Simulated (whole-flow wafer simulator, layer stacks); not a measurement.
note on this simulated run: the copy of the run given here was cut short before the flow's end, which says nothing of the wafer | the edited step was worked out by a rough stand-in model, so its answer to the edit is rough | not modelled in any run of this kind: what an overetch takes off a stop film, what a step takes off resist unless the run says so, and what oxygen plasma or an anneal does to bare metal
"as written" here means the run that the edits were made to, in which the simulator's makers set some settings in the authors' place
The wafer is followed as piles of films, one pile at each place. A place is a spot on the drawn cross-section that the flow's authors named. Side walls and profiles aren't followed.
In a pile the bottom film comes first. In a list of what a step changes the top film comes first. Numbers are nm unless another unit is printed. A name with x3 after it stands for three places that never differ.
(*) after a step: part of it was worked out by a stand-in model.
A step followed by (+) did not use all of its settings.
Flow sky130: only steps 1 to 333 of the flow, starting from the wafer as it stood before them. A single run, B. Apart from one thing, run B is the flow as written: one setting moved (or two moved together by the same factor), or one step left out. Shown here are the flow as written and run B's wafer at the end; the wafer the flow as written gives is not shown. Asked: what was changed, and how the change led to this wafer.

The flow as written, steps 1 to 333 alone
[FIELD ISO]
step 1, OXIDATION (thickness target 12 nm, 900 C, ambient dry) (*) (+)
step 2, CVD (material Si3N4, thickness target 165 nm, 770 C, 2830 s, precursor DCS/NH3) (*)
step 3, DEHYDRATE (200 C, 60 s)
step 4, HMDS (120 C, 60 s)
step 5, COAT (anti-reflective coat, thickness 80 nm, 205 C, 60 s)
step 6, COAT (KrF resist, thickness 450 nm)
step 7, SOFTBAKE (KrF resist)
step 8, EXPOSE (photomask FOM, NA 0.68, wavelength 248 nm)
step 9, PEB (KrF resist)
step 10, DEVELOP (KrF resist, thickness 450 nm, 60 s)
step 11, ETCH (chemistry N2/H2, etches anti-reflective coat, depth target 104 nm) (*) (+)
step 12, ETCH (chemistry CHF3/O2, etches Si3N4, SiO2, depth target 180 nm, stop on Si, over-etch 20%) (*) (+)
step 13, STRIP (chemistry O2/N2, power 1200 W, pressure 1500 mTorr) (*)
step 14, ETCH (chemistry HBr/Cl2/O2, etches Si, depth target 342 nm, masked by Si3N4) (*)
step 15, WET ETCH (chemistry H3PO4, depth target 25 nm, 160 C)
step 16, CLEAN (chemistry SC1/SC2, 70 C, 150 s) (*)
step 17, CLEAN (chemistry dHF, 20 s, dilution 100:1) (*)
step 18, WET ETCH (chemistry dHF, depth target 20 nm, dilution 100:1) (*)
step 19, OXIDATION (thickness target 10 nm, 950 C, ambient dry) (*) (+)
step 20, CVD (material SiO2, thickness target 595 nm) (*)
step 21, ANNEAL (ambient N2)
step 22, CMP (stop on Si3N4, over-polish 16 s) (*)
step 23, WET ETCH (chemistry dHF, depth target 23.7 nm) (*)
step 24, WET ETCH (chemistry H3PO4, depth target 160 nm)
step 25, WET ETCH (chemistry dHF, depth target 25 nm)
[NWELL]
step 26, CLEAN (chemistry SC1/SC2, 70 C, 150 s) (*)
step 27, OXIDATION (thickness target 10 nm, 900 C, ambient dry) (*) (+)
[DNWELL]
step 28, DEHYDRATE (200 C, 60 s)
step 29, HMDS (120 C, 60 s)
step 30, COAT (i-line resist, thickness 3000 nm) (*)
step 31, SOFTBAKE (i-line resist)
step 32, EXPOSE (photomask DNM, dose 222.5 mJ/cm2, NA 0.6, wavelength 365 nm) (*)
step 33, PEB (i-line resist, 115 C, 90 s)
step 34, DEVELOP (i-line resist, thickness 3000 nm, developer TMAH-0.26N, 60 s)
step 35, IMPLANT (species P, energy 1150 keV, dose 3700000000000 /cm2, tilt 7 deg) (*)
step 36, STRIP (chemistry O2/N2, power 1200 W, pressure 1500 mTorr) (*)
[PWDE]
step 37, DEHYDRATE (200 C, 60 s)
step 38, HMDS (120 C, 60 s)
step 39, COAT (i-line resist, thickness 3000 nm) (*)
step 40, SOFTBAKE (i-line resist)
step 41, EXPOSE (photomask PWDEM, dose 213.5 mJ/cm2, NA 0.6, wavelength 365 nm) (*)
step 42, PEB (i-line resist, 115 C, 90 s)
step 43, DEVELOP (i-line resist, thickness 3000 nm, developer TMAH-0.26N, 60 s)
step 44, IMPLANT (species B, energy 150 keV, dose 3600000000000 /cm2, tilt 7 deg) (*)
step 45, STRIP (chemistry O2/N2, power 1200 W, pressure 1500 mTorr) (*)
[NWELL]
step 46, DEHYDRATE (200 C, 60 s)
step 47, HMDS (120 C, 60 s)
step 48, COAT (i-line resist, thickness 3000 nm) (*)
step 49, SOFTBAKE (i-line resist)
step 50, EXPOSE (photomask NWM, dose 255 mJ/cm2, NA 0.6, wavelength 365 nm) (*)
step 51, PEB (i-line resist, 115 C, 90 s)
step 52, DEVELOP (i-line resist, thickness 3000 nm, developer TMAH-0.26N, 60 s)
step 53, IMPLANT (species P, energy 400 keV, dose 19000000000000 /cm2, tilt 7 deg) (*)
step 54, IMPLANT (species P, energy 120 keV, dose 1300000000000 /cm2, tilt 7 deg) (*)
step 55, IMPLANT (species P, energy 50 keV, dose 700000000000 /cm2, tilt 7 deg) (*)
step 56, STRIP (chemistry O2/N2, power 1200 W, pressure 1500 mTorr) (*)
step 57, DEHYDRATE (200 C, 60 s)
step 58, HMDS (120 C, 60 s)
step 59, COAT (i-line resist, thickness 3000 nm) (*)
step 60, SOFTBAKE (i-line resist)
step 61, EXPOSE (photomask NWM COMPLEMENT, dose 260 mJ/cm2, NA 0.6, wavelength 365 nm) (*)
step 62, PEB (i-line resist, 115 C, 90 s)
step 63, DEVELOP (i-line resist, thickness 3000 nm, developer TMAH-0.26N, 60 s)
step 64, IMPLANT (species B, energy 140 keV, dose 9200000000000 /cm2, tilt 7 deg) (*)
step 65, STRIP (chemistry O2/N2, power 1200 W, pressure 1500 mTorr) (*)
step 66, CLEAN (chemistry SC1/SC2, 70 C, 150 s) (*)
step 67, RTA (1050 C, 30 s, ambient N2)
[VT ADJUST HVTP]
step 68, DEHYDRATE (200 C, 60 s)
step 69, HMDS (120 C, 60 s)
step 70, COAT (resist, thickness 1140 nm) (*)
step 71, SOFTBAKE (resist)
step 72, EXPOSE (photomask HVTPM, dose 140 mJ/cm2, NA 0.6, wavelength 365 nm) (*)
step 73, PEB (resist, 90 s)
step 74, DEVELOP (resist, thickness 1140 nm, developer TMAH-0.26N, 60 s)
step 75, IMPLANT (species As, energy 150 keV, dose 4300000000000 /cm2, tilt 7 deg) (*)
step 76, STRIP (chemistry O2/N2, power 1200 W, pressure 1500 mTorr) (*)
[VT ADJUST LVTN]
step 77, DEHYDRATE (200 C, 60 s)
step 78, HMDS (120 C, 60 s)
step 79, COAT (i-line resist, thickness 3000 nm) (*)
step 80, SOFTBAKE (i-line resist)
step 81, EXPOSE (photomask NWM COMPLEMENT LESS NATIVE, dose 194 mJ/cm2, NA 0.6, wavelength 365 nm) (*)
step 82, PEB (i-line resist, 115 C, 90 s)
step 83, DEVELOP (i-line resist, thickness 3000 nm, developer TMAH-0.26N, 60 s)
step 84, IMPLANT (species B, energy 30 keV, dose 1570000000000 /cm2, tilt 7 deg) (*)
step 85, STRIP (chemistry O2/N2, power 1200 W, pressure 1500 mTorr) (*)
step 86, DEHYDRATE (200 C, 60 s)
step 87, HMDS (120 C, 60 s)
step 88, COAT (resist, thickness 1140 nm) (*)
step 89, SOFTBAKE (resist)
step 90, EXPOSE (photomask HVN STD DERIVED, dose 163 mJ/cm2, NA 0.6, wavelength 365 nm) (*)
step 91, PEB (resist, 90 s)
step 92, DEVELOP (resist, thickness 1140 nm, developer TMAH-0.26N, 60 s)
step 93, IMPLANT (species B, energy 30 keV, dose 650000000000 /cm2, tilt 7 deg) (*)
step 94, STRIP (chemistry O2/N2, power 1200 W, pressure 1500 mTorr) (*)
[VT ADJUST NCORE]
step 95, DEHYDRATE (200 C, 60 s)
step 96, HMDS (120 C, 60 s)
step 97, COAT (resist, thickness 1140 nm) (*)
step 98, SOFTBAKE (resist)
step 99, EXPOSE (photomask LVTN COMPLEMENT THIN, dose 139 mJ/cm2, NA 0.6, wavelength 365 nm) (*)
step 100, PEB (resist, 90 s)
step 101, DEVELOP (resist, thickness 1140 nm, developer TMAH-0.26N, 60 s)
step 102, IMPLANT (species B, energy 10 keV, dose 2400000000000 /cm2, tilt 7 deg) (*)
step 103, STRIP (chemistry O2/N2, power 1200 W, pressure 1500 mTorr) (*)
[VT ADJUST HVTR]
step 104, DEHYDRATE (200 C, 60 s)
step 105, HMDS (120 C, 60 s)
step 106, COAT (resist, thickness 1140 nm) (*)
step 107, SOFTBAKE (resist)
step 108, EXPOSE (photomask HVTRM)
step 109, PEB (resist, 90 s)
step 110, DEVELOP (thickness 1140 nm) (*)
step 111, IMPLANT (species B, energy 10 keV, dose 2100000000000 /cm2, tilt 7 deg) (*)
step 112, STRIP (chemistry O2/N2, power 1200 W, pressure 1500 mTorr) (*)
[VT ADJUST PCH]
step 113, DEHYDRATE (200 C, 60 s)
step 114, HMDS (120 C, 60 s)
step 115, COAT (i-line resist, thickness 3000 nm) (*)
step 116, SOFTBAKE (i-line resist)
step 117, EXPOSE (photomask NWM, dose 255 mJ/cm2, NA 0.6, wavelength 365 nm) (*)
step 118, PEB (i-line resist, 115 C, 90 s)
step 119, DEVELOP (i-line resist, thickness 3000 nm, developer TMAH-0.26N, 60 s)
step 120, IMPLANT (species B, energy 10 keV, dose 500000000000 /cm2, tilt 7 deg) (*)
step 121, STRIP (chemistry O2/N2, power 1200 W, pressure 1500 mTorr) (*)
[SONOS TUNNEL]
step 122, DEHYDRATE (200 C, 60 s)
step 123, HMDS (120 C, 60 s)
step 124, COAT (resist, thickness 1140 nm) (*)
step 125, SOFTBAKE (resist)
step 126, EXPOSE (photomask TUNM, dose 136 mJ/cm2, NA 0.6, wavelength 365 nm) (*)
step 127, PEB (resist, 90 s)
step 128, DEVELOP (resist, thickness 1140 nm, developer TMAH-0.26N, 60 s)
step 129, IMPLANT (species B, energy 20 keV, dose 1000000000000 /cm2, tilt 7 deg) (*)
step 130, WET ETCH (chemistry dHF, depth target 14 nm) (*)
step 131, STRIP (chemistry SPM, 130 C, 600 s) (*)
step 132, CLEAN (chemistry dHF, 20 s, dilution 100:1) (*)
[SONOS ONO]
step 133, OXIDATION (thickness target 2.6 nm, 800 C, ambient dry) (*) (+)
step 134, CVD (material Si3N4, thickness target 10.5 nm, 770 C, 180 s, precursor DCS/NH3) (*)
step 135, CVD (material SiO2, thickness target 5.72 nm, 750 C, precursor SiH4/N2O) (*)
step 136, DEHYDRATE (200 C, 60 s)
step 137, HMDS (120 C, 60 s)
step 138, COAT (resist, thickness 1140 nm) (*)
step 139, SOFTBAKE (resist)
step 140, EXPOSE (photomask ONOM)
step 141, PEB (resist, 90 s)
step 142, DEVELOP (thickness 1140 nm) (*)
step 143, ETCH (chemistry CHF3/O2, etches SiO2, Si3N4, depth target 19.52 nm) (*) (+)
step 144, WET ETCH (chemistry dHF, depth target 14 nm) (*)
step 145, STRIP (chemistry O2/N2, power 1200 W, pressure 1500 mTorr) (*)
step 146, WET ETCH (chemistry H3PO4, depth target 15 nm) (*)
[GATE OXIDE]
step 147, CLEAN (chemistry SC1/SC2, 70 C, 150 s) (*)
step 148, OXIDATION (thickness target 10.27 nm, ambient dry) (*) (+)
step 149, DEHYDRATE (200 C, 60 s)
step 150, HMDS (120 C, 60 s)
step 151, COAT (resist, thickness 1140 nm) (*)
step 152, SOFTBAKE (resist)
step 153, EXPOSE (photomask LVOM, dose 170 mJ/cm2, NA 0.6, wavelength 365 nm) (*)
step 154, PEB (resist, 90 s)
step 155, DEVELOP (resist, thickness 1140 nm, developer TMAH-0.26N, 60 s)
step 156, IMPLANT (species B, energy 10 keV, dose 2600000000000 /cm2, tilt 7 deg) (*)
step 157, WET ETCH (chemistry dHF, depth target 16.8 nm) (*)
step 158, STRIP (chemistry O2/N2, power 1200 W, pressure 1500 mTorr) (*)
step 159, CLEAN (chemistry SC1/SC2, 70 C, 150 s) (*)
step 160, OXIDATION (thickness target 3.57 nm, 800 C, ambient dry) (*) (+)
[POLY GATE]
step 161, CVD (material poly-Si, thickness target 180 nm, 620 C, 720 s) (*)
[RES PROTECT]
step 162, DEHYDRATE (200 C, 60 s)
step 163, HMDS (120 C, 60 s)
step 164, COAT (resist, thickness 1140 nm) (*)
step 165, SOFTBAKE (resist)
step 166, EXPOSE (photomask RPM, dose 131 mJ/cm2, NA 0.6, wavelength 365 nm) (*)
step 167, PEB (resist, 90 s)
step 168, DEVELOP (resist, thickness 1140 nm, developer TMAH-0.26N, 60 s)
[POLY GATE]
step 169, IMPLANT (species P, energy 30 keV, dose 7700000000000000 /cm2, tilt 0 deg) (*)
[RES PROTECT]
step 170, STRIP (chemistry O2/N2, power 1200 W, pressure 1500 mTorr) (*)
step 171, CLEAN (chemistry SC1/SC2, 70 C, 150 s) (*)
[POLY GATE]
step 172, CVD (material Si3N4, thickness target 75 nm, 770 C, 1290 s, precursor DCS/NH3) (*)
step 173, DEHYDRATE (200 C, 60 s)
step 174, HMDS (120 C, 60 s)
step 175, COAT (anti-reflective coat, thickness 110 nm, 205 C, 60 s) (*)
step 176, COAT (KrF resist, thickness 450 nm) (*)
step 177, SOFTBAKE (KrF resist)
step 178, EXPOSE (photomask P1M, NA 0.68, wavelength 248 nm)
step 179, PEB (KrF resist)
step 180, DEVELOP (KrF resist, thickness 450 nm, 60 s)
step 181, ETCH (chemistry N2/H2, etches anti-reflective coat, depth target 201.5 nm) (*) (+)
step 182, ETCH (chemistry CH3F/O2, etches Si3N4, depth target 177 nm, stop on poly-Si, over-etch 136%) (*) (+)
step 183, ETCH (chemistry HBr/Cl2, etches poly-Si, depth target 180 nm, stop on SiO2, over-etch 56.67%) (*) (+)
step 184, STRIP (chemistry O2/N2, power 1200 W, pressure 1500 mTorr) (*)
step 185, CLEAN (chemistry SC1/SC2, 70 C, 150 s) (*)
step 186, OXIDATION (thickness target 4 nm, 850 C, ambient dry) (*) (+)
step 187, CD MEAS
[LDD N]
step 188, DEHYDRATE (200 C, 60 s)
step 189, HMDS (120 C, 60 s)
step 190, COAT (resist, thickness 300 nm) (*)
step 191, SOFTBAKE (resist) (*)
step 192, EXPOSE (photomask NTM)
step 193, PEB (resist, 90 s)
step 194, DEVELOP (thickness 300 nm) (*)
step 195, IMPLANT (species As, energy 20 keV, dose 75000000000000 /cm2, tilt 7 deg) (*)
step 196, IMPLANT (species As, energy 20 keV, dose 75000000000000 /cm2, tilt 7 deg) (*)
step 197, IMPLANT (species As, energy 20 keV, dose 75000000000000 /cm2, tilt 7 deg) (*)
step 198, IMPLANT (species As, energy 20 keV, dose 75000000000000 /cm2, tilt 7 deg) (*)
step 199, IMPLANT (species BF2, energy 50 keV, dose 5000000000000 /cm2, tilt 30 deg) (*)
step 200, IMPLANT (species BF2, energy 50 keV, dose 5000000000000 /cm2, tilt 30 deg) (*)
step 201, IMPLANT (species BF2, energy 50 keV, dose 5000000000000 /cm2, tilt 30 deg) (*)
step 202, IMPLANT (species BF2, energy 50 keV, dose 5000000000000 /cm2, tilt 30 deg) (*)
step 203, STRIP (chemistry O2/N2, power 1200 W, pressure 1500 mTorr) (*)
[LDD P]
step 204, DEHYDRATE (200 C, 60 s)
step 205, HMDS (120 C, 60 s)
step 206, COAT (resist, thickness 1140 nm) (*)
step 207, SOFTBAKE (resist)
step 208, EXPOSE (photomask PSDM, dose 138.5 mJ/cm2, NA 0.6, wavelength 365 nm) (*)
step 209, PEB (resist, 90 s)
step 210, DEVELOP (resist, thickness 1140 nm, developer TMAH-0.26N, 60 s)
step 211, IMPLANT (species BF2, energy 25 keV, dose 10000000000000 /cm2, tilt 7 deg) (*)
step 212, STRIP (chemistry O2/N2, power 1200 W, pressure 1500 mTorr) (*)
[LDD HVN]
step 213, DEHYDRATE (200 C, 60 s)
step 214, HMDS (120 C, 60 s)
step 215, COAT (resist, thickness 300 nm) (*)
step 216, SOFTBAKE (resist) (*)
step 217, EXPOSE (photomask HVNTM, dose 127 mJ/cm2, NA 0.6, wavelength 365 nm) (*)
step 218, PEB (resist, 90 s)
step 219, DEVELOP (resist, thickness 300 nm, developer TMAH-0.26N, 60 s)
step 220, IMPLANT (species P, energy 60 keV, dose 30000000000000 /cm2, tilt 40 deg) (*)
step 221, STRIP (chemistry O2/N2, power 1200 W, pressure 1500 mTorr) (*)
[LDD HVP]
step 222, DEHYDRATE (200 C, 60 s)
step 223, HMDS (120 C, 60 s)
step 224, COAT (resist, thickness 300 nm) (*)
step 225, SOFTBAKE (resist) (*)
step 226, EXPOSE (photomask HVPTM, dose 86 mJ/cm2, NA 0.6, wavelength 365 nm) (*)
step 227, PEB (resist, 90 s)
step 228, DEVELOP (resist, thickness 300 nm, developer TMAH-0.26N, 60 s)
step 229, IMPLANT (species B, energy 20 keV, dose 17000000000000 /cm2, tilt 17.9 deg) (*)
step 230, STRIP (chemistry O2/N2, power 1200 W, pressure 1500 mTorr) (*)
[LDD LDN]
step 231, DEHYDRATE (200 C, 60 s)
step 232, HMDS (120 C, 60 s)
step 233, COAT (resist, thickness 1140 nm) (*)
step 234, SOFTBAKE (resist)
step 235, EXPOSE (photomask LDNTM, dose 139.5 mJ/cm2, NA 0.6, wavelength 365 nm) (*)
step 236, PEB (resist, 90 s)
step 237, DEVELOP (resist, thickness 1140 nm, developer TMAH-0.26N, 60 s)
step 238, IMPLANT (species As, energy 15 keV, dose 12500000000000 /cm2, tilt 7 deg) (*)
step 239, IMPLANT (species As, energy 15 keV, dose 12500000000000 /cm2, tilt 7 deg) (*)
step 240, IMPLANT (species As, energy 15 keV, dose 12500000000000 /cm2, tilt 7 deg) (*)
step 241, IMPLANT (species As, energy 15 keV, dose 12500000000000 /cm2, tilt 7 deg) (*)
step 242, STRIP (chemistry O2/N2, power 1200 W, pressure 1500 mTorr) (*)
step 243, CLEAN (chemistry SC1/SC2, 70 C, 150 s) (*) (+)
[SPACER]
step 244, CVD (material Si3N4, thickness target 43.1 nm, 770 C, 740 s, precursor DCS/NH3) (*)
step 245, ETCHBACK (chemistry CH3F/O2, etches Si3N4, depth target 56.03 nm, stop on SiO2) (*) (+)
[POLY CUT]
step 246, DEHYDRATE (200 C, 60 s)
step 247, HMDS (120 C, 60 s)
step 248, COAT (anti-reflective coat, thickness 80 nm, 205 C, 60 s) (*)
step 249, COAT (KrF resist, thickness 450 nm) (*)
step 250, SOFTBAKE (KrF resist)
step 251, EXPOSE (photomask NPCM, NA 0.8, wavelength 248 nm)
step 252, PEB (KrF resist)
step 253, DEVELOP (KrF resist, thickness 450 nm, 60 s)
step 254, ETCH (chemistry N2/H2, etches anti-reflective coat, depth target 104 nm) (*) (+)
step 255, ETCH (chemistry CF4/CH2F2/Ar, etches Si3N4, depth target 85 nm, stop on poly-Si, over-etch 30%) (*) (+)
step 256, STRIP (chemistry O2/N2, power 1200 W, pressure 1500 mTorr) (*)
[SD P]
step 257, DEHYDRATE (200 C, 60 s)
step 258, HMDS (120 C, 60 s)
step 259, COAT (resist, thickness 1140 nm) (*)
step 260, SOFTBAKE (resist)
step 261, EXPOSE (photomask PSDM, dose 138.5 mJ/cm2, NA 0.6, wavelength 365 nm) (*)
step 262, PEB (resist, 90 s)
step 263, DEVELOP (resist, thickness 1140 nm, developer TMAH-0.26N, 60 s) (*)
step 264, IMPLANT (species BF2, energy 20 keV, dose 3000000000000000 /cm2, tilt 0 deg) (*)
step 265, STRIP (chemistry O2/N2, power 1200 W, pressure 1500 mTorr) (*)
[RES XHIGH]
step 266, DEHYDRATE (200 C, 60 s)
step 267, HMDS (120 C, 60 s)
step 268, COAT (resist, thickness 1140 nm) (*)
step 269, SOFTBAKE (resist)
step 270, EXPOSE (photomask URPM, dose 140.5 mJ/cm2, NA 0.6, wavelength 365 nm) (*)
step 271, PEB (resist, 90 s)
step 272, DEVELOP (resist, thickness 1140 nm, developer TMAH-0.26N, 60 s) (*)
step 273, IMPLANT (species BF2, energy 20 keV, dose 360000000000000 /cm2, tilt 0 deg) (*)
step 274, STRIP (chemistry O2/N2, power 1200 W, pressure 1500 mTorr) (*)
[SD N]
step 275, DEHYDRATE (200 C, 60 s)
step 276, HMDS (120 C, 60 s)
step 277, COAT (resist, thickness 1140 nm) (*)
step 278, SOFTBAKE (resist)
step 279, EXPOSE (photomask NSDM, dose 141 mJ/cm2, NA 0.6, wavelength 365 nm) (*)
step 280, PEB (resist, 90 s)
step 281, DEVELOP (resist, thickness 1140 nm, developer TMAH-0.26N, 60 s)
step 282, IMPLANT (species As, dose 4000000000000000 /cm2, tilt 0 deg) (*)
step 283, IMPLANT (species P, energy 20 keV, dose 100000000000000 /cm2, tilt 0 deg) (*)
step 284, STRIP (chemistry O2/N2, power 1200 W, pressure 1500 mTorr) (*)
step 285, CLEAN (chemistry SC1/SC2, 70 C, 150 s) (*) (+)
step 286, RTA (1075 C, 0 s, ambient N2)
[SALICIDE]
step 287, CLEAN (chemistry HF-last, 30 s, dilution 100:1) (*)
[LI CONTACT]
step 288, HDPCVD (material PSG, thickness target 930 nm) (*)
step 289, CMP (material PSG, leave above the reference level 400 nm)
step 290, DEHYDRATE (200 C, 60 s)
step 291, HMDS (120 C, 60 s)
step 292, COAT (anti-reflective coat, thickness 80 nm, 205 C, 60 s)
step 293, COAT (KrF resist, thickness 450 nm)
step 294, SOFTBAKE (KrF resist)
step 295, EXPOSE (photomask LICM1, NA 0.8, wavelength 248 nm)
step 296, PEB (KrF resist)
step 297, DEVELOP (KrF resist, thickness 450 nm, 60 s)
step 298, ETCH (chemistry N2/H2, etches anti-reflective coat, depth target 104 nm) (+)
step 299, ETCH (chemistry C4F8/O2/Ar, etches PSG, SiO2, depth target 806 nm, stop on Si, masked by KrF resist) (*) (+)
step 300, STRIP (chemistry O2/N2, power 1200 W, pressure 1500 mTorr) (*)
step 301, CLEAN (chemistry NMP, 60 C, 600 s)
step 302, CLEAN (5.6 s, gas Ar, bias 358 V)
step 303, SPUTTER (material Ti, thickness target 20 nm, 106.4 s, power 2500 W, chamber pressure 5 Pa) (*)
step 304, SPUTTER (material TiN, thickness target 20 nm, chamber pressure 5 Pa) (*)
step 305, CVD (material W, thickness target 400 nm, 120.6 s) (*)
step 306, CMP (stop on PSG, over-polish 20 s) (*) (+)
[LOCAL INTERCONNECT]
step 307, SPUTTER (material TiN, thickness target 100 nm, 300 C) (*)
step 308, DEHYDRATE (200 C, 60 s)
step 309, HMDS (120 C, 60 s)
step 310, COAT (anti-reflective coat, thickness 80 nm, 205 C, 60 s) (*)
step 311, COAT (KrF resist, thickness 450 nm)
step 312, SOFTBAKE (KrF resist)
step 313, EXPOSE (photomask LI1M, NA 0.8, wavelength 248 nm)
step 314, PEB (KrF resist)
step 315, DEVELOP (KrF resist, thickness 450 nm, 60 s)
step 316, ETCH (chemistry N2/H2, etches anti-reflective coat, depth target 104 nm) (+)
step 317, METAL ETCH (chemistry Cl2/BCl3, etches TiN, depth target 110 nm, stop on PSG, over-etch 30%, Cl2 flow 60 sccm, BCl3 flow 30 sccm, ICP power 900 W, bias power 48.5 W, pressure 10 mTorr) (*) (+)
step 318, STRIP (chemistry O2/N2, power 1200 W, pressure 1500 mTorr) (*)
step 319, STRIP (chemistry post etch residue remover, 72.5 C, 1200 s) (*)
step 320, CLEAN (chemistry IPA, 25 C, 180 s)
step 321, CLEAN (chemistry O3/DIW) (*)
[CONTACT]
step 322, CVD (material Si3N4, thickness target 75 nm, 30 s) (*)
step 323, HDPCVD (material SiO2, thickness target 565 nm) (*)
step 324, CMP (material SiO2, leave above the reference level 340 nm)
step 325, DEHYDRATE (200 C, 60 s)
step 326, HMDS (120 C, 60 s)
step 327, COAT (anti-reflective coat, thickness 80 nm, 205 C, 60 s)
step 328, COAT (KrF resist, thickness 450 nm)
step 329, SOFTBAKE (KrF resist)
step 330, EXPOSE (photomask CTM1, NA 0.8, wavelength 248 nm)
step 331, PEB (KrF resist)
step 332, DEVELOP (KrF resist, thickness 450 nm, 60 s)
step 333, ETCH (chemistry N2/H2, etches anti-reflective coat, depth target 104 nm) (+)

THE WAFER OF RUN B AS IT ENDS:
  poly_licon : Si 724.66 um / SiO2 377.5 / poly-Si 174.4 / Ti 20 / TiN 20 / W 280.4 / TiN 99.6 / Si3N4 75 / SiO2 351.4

What caused this: step 305, CVD: 84.39 s was run, whereas the flow has 120.6 s.

How this came from the change, step by step:
  step 305, CVD (material W, thickness target 400 nm, 120.6 s) (*)
      field, active, n_well and 185 more: +280.4 W (new film) (as written it would have been: +400 W (new film))
      ndiff_licon: +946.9 W (new film) (as written it would have been: +1066.5 W (new film))
      (as well as at 2 more places)
  step 306, CMP (stop on PSG, over-polish 20 s) (*) (+)
      poly_licon: nothing (as written it would have been: -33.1 W)
      field, active, n_well and 184 more: -280.4 W (all of it), -20 TiN (all of it), -20 Ti (all of it), -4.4 PSG (as written it would have been: -400 W (all of it), -20 TiN (all of it), -20 Ti (all of it), -4.4 PSG)
      (as well as at 3 more places)
  step 310, COAT (anti-reflective coat, thickness 80 nm, 205 C, 60 s) (*)
      poly_licon: +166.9 anti-reflective coat (new film) (as written it would have been: +80.4 anti-reflective coat (new film))
  step 318, STRIP (chemistry O2/N2, power 1200 W, pressure 1500 mTorr) (*)
      poly_licon: -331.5 KrF resist (all of it), -166.9 anti-reflective coat (all of it) (as written it would have been: -331.5 KrF resist (all of it), -80.4 anti-reflective coat (all of it))
  step 324, CMP (material SiO2, leave above the reference level 340 nm)
      poly_licon: -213 SiO2 (as written it would have been: -299.5 SiO2)
